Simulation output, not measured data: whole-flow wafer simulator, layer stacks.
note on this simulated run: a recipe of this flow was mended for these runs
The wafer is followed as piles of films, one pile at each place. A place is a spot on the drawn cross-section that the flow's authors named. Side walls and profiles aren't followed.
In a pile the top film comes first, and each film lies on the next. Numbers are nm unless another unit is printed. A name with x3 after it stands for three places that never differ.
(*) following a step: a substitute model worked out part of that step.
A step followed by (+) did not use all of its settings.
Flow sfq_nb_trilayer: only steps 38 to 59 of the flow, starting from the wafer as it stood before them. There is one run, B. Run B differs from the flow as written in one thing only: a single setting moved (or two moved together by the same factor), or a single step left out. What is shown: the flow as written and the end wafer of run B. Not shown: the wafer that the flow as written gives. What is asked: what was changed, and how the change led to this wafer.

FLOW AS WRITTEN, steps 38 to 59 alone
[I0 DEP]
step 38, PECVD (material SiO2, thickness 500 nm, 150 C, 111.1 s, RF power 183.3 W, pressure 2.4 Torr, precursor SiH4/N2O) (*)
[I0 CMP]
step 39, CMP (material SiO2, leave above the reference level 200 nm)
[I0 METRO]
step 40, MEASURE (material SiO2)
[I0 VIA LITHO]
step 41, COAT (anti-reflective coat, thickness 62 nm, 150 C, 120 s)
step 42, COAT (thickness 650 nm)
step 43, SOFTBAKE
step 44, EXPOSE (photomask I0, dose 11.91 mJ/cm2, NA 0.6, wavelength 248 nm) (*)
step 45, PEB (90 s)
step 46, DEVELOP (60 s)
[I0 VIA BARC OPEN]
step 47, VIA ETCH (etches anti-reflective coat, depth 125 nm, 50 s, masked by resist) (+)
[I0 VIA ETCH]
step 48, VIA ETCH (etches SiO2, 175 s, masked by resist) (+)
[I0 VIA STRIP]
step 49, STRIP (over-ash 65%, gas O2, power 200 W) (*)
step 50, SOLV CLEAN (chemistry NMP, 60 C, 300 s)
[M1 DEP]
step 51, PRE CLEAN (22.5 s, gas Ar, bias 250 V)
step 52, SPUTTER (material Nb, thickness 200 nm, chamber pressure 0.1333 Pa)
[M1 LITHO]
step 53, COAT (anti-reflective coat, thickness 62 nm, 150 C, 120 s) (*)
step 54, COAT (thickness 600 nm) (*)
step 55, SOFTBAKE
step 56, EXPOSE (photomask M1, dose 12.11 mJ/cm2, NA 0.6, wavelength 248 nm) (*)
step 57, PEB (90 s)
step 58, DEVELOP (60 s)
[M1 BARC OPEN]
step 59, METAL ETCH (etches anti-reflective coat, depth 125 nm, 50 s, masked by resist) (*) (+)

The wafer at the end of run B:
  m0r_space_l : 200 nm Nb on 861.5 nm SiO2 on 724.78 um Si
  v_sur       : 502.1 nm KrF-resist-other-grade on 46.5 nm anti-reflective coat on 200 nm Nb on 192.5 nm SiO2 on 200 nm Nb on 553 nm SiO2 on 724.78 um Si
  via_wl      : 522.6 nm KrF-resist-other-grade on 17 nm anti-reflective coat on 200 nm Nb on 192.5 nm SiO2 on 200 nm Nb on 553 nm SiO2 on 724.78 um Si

Cause: step 38, PECVD: thickness 320 nm was run, while the flow as written has thickness 500 nm; step 38, PECVD: 71.11 s was run, where the flow has 111.1 s.

The path from the change to this, step by step:
  step 38, PECVD (material SiO2, thickness 500 nm, 150 C, 111.1 s, RF power 183.3 W, pressure 2.4 Torr, precursor SiH4/N2O) (*)
      field_l, v_sur, via_wl and 99 more: +320 SiO2 (new film) (as written it would have been: +500 SiO2 (new film))
      m0r_space_l, m0r_space_r: +320 SiO2 (as written it would have been: +561.1 SiO2)
      (as well as at 2 more places)
  step 39, CMP (material SiO2, leave above the reference level 200 nm)
      moat, m0r_space_l, m0r_space_r: nothing (as written it would have been: -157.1 SiO2)
      v_sur, via_wl, via_w and 94 more: -120 SiO2 (as written it would have been: -300 SiO2)
      (as well as at 6 more places)
  step 41, COAT (anti-reflective coat, thickness 62 nm, 150 C, 120 s)
      m0r_line_l, m0r_line_r: +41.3 anti-reflective coat (new film) (as written it would have been: +62 anti-reflective coat (new film))
      m0r_space_l, m0r_space_r: +122.4 anti-reflective coat (new film) (as written it would have been: +62 anti-reflective coat (new film))
      (as well as at 8 more places)
  step 42, COAT (thickness 650 nm)
      moat: +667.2 KrF-resist-other-grade (new film) (as written it would have been: +650 KrF-resist-other-grade (new film))
  step 49, STRIP (over-ash 65%, gas O2, power 200 W) (*)
      m0r_line_l, m0r_line_r: -509.1 KrF-resist-other-grade (all of it), -41.3 anti-reflective coat (all of it) (as written it would have been: -510.8 KrF-resist-other-grade (all of it), -62 anti-reflective coat (all of it))
      m0r_space_l, m0r_space_r: -512.1 KrF-resist-other-grade (all of it), -122.4 anti-reflective coat (all of it) (as written it would have been: -510.8 KrF-resist-other-grade (all of it), -62 anti-reflective coat (all of it))
      (as well as at 8 more places)
  step 52, SPUTTER (material Nb, thickness 200 nm, chamber pressure 0.1333 Pa)
      moat: +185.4 Nb (new film) (as written it would have been: +200 Nb (new film))
  step 53, COAT (anti-reflective coat, thickness 62 nm, 150 C, 120 s) (*)
      m0r_line_l, m0r_line_r: +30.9 anti-reflective coat (new film) (as written it would have been: +62 anti-reflective coat (new film))
      m0r_space_l, m0r_space_r: +110.6 anti-reflective coat (new film) (as written it would have been: +62 anti-reflective coat (new film))
      (as well as at 10 more places)
  step 54, COAT (thickness 600 nm) (*)
      res: +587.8 KrF-resist-other-grade (new film) (as written it would have been: +600.5 KrF-resist-other-grade (new film))
      moat: +657.9 KrF-resist-other-grade (new film) (as written it would have been: +600.6 KrF-resist-other-grade (new film))
      (as well as at 1 more place)
  step 58, DEVELOP (60 s)
      res: -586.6 KrF-resist-other-grade (all of it) (as written it would have been: -599.3 KrF-resist-other-grade (all of it))
      moat: -656.5 KrF-resist-other-grade (all of it) (as written it would have been: -599.3 KrF-resist-other-grade (all of it))
      (as well as at 1 more place)
  step 59, METAL ETCH (etches anti-reflective coat, depth 125 nm, 50 s, masked by resist) (*) (+)
      m0r_line_l, m0r_line_r: -30.9 anti-reflective coat (all of it) (as written it would have been: -62 anti-reflective coat (all of it))
      m0r_space_l, m0r_space_r: -110.6 anti-reflective coat (all of it) (as written it would have been: -62 anti-reflective coat (all of it))
      (as well as at 8 more places)
